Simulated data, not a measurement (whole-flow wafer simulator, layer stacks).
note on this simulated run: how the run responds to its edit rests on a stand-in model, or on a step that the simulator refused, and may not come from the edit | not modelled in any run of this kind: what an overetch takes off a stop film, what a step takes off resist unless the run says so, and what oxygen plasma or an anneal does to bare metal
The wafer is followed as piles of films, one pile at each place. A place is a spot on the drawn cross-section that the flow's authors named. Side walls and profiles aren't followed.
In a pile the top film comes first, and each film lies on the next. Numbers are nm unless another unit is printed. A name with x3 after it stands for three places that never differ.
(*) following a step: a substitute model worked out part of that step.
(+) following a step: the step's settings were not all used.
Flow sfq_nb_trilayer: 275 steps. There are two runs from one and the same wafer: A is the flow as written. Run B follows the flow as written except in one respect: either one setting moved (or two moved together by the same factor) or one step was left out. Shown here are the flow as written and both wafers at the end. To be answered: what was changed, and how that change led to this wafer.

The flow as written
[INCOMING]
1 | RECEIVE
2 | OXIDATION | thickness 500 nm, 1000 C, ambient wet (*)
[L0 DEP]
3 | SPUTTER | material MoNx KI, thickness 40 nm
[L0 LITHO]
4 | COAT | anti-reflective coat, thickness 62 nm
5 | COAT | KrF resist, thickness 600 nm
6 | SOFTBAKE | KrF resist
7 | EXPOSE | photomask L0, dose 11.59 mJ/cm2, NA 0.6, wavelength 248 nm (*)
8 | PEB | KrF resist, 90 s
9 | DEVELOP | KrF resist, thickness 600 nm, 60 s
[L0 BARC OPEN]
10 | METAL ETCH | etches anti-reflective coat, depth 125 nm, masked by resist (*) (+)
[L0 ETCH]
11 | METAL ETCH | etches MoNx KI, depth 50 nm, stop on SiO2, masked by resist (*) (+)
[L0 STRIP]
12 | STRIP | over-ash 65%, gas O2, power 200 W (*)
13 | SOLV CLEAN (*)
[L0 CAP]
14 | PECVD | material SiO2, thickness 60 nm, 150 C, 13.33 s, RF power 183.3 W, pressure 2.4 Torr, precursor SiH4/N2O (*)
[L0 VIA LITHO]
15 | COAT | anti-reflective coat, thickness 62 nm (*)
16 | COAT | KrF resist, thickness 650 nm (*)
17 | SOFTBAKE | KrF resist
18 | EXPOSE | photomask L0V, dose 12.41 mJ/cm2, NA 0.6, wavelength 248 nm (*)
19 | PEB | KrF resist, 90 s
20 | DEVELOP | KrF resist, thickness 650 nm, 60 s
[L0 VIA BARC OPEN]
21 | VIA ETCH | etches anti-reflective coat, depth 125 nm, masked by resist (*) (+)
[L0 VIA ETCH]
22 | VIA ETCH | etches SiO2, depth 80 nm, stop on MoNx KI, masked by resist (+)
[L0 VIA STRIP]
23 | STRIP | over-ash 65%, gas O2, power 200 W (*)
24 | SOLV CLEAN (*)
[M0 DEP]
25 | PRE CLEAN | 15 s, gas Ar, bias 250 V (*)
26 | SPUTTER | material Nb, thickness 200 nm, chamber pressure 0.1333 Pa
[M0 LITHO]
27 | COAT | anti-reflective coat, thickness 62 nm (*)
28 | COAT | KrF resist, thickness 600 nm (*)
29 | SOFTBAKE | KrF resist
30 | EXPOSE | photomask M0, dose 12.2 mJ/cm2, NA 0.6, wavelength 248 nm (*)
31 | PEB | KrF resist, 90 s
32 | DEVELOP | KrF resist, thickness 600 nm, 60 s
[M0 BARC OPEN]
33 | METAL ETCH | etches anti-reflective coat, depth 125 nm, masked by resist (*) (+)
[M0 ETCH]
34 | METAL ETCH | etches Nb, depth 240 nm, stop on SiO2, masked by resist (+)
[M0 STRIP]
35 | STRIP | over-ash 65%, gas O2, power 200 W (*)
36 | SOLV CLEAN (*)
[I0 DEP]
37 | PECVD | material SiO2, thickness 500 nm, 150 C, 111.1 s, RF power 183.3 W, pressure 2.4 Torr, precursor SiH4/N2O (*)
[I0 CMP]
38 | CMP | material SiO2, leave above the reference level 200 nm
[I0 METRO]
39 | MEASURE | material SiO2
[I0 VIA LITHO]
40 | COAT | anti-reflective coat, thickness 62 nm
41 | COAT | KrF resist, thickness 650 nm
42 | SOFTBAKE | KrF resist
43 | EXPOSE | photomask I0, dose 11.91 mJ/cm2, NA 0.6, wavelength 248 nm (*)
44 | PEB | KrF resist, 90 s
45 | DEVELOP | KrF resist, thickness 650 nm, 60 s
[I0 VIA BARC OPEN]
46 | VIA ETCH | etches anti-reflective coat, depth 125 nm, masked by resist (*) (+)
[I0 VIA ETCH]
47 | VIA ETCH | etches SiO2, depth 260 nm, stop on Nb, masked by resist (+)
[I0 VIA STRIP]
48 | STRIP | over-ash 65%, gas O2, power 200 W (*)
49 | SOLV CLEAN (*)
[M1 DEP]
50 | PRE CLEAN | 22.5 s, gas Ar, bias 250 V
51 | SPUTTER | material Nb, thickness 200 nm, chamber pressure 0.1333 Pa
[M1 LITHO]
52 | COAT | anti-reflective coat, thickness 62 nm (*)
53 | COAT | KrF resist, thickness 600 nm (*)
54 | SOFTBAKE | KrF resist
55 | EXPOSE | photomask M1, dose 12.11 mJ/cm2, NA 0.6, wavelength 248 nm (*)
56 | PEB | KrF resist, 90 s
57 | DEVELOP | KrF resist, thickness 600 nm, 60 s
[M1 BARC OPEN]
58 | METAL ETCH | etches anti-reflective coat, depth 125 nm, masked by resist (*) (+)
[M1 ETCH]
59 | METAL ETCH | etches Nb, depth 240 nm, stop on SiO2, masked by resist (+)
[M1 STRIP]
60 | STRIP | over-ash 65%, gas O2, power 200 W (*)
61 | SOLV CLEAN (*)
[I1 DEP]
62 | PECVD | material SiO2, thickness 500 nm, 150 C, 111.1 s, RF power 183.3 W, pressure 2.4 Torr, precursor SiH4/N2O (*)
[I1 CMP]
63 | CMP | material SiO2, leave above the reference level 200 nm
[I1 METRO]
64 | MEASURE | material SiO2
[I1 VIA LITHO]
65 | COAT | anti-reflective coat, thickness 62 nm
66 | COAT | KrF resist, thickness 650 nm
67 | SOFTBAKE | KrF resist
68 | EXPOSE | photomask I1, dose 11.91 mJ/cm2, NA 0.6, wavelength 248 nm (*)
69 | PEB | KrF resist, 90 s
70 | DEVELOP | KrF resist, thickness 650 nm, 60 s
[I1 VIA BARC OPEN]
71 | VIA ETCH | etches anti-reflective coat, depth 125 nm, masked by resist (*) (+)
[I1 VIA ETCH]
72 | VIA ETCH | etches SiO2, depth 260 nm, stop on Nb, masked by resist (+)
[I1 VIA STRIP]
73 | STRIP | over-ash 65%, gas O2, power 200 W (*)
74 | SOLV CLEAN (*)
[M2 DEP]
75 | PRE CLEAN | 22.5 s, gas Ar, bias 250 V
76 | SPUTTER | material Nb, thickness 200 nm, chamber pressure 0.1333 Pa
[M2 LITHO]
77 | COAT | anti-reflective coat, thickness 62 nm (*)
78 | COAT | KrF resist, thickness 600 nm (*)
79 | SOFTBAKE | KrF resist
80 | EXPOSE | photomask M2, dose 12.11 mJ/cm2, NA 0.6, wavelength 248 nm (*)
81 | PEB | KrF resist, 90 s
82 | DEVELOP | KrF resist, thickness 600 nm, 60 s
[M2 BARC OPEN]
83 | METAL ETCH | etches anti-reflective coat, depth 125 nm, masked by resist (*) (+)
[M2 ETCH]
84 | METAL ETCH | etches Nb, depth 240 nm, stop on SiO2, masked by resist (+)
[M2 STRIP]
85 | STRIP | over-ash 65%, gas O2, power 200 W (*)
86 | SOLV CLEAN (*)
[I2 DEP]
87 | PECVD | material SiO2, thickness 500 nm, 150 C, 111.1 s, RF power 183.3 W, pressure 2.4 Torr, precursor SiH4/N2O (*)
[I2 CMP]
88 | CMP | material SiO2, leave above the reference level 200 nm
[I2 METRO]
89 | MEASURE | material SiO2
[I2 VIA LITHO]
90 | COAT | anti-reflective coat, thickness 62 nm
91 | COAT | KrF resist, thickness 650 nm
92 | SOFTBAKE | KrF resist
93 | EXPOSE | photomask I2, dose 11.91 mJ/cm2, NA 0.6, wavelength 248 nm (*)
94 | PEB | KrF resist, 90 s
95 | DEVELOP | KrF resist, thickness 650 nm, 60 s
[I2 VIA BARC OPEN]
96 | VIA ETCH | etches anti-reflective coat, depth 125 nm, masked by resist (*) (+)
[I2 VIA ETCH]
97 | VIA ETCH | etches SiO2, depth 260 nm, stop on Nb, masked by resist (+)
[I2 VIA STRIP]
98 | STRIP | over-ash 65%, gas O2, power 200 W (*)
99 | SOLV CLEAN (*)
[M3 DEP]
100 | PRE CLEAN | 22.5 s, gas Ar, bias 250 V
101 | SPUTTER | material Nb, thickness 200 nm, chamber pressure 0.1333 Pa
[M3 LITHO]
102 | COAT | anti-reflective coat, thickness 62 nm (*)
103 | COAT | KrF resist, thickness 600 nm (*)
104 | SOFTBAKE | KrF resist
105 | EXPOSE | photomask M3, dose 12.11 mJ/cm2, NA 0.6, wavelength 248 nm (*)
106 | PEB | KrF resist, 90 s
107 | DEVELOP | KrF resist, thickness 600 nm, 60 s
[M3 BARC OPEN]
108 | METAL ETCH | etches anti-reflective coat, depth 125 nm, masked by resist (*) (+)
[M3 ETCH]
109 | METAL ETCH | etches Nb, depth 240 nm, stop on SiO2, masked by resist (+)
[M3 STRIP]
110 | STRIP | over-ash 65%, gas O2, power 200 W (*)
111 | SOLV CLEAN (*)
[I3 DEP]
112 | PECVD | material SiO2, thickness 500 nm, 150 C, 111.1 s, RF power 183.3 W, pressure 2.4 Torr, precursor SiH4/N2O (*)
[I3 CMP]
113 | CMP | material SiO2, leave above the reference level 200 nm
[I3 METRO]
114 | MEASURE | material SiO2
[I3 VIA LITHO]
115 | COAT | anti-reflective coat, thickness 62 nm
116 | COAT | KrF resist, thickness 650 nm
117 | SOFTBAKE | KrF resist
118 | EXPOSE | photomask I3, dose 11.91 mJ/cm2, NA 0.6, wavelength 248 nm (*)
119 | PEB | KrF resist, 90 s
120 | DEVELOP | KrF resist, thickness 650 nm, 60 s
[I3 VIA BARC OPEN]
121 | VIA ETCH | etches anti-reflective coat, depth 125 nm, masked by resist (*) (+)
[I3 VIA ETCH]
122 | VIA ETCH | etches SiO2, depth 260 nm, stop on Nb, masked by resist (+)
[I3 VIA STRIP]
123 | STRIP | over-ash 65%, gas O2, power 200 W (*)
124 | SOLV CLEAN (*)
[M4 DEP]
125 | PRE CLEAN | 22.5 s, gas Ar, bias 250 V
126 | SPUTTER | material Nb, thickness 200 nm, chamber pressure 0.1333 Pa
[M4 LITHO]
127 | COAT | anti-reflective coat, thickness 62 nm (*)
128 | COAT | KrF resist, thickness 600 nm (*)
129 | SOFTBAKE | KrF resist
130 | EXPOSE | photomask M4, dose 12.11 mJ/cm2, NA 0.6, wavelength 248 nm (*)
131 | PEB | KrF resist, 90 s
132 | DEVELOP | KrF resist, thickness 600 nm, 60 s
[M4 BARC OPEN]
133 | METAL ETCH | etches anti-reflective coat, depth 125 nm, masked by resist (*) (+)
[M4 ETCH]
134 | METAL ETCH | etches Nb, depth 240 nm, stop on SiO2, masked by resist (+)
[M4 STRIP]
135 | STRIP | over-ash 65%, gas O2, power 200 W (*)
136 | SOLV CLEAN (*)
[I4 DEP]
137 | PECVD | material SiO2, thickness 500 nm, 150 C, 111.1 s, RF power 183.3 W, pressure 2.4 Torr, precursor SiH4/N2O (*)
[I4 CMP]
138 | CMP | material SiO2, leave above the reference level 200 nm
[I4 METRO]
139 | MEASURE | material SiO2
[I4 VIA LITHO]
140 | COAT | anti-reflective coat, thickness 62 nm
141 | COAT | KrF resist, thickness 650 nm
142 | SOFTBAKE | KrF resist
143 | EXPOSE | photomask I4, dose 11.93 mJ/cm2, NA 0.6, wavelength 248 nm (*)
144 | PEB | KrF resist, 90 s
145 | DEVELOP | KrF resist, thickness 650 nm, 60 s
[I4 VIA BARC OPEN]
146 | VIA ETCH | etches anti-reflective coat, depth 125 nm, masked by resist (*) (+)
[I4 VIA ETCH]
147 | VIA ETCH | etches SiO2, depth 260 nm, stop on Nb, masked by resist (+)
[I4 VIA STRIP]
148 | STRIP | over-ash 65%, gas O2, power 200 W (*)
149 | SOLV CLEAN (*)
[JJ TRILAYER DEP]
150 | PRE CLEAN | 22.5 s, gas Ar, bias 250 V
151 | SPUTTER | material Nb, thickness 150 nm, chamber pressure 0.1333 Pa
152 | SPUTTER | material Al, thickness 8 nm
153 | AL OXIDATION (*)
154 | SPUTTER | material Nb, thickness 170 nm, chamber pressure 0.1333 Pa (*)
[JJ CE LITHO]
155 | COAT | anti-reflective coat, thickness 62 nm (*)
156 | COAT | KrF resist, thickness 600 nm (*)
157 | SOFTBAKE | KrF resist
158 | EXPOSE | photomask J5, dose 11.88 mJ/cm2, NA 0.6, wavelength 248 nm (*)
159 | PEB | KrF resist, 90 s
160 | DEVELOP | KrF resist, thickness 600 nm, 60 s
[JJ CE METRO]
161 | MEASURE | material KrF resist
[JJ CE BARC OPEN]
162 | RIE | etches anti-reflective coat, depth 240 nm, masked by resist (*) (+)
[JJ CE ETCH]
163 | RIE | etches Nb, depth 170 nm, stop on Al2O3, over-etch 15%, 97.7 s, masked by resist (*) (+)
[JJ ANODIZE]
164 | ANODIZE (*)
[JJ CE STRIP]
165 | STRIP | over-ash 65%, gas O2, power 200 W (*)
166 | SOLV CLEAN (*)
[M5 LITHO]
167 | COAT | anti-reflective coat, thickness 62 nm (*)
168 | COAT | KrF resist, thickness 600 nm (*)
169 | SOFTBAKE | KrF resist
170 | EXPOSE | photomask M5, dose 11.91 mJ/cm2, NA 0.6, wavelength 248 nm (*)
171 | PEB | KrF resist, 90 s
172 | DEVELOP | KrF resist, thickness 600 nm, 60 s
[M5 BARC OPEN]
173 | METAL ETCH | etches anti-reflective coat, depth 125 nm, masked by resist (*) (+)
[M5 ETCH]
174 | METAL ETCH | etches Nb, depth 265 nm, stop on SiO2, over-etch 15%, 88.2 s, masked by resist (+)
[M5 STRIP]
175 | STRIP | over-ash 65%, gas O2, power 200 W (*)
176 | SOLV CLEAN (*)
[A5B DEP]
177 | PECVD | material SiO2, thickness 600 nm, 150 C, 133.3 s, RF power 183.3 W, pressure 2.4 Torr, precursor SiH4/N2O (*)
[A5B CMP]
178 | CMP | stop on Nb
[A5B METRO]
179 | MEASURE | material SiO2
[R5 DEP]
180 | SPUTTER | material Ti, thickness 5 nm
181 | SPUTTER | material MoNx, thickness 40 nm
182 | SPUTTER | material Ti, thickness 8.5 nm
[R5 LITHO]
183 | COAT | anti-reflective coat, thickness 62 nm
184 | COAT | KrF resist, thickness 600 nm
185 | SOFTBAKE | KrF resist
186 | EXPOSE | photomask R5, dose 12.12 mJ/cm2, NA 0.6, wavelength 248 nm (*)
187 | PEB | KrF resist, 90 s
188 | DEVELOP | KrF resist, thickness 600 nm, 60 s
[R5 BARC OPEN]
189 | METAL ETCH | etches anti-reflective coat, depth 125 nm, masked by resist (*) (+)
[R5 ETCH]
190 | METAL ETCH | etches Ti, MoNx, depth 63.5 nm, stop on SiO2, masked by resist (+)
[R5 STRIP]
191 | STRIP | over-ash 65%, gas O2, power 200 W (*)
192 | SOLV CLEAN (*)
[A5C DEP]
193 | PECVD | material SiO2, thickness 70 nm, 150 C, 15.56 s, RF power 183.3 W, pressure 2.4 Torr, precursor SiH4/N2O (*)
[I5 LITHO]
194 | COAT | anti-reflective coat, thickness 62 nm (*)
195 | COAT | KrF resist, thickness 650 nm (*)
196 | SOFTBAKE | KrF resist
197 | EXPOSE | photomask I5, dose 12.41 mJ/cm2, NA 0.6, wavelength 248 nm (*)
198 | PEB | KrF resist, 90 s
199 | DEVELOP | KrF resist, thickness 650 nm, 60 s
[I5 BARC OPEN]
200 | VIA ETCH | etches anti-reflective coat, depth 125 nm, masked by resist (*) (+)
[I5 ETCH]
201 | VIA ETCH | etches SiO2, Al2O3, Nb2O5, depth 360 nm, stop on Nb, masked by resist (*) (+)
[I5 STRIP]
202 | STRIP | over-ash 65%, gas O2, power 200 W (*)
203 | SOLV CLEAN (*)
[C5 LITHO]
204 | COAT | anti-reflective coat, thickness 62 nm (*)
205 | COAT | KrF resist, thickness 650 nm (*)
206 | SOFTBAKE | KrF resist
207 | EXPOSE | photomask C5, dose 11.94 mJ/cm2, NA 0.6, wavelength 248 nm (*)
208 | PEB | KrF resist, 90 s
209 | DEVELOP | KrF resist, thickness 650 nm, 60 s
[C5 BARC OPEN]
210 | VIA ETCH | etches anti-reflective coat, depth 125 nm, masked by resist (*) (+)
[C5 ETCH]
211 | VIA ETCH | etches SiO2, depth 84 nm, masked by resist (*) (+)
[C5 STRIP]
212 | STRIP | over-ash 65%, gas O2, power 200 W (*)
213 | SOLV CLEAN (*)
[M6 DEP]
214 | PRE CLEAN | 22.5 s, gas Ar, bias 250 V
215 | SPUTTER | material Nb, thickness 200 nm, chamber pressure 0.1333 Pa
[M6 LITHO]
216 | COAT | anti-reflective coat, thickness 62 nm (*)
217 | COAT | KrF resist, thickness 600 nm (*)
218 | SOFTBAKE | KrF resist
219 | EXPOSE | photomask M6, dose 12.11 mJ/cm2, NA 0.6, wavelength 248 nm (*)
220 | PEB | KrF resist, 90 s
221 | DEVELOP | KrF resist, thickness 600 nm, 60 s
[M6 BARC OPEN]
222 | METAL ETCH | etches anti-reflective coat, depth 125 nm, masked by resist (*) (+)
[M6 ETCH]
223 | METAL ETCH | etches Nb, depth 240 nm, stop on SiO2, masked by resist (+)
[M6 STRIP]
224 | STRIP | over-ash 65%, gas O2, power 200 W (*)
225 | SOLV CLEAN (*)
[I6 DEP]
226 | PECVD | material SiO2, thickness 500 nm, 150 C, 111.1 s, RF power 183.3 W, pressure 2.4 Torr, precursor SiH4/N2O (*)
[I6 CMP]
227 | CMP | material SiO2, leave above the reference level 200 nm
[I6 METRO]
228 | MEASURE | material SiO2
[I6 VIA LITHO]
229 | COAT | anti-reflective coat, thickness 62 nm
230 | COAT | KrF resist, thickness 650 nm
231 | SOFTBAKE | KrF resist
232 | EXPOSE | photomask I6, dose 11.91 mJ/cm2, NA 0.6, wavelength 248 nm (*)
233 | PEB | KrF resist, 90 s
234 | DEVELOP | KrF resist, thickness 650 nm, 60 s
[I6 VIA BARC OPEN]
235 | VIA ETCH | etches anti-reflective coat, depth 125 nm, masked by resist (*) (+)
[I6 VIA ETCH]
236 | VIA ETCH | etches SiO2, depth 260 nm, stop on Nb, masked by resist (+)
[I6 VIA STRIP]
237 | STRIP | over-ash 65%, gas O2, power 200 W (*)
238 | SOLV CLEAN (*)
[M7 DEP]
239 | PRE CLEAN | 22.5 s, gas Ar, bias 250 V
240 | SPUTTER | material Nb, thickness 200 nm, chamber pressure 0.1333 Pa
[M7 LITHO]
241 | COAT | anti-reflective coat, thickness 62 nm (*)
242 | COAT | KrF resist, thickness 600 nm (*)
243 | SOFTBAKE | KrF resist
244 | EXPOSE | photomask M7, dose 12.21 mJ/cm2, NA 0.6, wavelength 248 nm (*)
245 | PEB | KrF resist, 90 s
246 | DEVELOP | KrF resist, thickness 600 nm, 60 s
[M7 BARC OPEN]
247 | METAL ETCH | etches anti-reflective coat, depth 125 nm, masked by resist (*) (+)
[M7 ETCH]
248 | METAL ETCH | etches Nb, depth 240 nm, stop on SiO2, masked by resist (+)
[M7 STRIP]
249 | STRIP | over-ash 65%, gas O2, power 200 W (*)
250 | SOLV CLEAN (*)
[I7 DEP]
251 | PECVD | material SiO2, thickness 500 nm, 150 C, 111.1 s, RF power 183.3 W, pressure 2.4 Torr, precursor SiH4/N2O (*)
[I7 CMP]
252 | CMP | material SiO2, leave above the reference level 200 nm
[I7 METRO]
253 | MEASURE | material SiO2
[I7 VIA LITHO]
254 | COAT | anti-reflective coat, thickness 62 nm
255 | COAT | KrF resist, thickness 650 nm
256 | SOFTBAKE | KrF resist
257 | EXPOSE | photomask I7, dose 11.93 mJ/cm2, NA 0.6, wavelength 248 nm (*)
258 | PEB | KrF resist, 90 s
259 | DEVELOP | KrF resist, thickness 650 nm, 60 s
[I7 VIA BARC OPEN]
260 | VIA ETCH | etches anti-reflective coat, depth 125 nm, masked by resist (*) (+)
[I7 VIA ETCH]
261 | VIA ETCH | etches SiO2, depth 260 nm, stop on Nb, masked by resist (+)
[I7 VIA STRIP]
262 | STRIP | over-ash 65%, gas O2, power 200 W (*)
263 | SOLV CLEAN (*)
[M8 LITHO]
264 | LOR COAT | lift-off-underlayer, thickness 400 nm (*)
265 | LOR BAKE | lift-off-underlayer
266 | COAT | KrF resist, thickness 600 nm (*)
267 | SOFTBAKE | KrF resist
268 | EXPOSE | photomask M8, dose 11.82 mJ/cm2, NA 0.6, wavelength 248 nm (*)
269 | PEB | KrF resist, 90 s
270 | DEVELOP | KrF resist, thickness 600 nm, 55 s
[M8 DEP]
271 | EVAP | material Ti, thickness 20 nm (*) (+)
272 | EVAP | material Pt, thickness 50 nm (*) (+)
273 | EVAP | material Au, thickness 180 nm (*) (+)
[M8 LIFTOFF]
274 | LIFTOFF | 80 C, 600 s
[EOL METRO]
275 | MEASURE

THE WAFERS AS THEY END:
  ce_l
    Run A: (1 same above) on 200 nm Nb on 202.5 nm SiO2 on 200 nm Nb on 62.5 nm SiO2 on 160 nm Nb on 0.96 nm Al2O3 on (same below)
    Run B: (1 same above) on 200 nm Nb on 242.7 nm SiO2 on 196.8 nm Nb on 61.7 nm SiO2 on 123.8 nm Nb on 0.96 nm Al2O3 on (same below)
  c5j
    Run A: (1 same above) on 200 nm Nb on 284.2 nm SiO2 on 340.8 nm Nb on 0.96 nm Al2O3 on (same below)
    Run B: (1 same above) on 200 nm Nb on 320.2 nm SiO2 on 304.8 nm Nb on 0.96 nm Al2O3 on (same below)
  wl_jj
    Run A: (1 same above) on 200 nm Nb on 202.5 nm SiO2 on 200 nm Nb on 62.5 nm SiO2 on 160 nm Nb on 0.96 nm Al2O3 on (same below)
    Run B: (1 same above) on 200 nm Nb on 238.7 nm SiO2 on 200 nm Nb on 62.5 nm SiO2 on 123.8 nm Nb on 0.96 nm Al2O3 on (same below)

What caused this: step 190, METAL ETCH: depth 99.7 nm was run, whereas the flow has depth 63.5 nm.

Step by step, how the change led to this:
  190 | METAL ETCH | etches Ti, MoNx, depth 63.5 nm, stop on SiO2, masked by resist (+)
      be_r, r_sur, res, r_end, r5r_line_l, r5r_line_c, r5r_line_r: A -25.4 KrF resist | B -39.9 KrF resist
      ce_l, c5j, ce_r, wl_jj: A -8.5 Ti (all of it), -40 MoNx (all of it), -5 Ti (all of it), -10 Nb | B -8.5 Ti (all of it), -40 MoNx (all of it), -5 Ti (all of it), -46.2 Nb
  191 | STRIP | over-ash 65%, gas O2, power 200 W (*)
      be_r, r_sur, res, r_end, r5r_line_l, r5r_line_c, r5r_line_r: A -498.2 KrF resist (all of it), -62 anti-reflective coat (all of it) | B -483.7 KrF resist (all of it), -62 anti-reflective coat (all of it)
  194 | COAT | anti-reflective coat, thickness 62 nm (*)
      wl_j_sl, wl_j_sr: A +60.2 anti-reflective coat (new film) | B +54.8 anti-reflective coat (new film)
      jj_sur: A +60.8 anti-reflective coat (new film) | B +55.3 anti-reflective coat (new film)
      (also at 5 further places)
  195 | COAT | KrF resist, thickness 650 nm (*)
      c5j: A +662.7 KrF resist (new film) | B +681.8 KrF resist (new film)
      wl_jj: A +654.8 KrF resist (new film) | B +672.7 KrF resist (new film)
  202 | STRIP | over-ash 65%, gas O2, power 200 W (*)
      wl_j_sl, wl_j_sr: A -333.3 KrF resist (all of it), -60.2 anti-reflective coat (all of it) | B -333 KrF resist (all of it), -54.8 anti-reflective coat (all of it)
      jj_sur: A -337.2 KrF resist (all of it), -60.8 anti-reflective coat (all of it) | B -337.3 KrF resist (all of it), -55.3 anti-reflective coat (all of it)
      (also at 5 further places)
  204 | COAT | anti-reflective coat, thickness 62 nm (*)
      wl_j_sl, wl_j_sr: A +60.2 anti-reflective coat (new film) | B +54.8 anti-reflective coat (new film)
      jj_sur: A +59.5 anti-reflective coat (new film) | B +54 anti-reflective coat (new film)
      (also at 5 further places)
  205 | COAT | KrF resist, thickness 650 nm (*)
      c5j: A +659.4 KrF resist (new film) | B +678.6 KrF resist (new film)
      wl_jj: A +654.8 KrF resist (new film) | B +672.7 KrF resist (new film)
  209 | DEVELOP | KrF resist, thickness 650 nm, 60 s
      c5j: A -658.1 KrF resist (all of it) | B -677.2 KrF resist (all of it)
  210 | VIA ETCH | etches anti-reflective coat, depth 125 nm, masked by resist (*) (+)
      c5j: A -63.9 anti-reflective coat (all of it), -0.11 SiO2 | B -74 anti-reflective coat (all of it), -0.05 SiO2
  212 | STRIP | over-ash 65%, gas O2, power 200 W (*)
      wl_j_sl, wl_j_sr: A -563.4 KrF resist (all of it), -60.2 anti-reflective coat (all of it) | B -563.1 KrF resist (all of it), -54.8 anti-reflective coat (all of it)
      jj_sur: A -562 KrF resist (all of it), -59.5 anti-reflective coat (all of it) | B -561.9 KrF resist (all of it), -54 anti-reflective coat (all of it)
      (also at 4 further places)
  216 | COAT | anti-reflective coat, thickness 62 nm (*)
      wl_j_sl, wl_j_sr: A +60.2 anti-reflective coat (new film) | B +55 anti-reflective coat (new film)
      jj_sur: A +56.1 anti-reflective coat (new film) | B +50.5 anti-reflective coat (new film)
      (also at 5 further places)
  217 | COAT | KrF resist, thickness 600 nm (*)
      ce_l: A +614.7 KrF resist (new film) | B +631.7 KrF resist (new film)
      c5j: A +636 KrF resist (new film) | B +655.8 KrF resist (new film)
      (also at 2 further places)
  224 | STRIP | over-ash 65%, gas O2, power 200 W (*)
      wl_j_sl, wl_j_sr: A -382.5 KrF resist (all of it), -60.2 anti-reflective coat (all of it) | B -381.9 KrF resist (all of it), -55 anti-reflective coat (all of it)
      jj_sur: A -378.5 KrF resist (all of it), -56.1 anti-reflective coat (all of it) | B -378 KrF resist (all of it), -50.5 anti-reflective coat (all of it)
      (also at 5 further places)
  227 | CMP | material SiO2, leave above the reference level 200 nm
      ce_l, ce_r: A -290 SiO2 | B -249.8 SiO2
      c5j: A -223 SiO2 | B -182.8 SiO2
      (also at 1 further place)
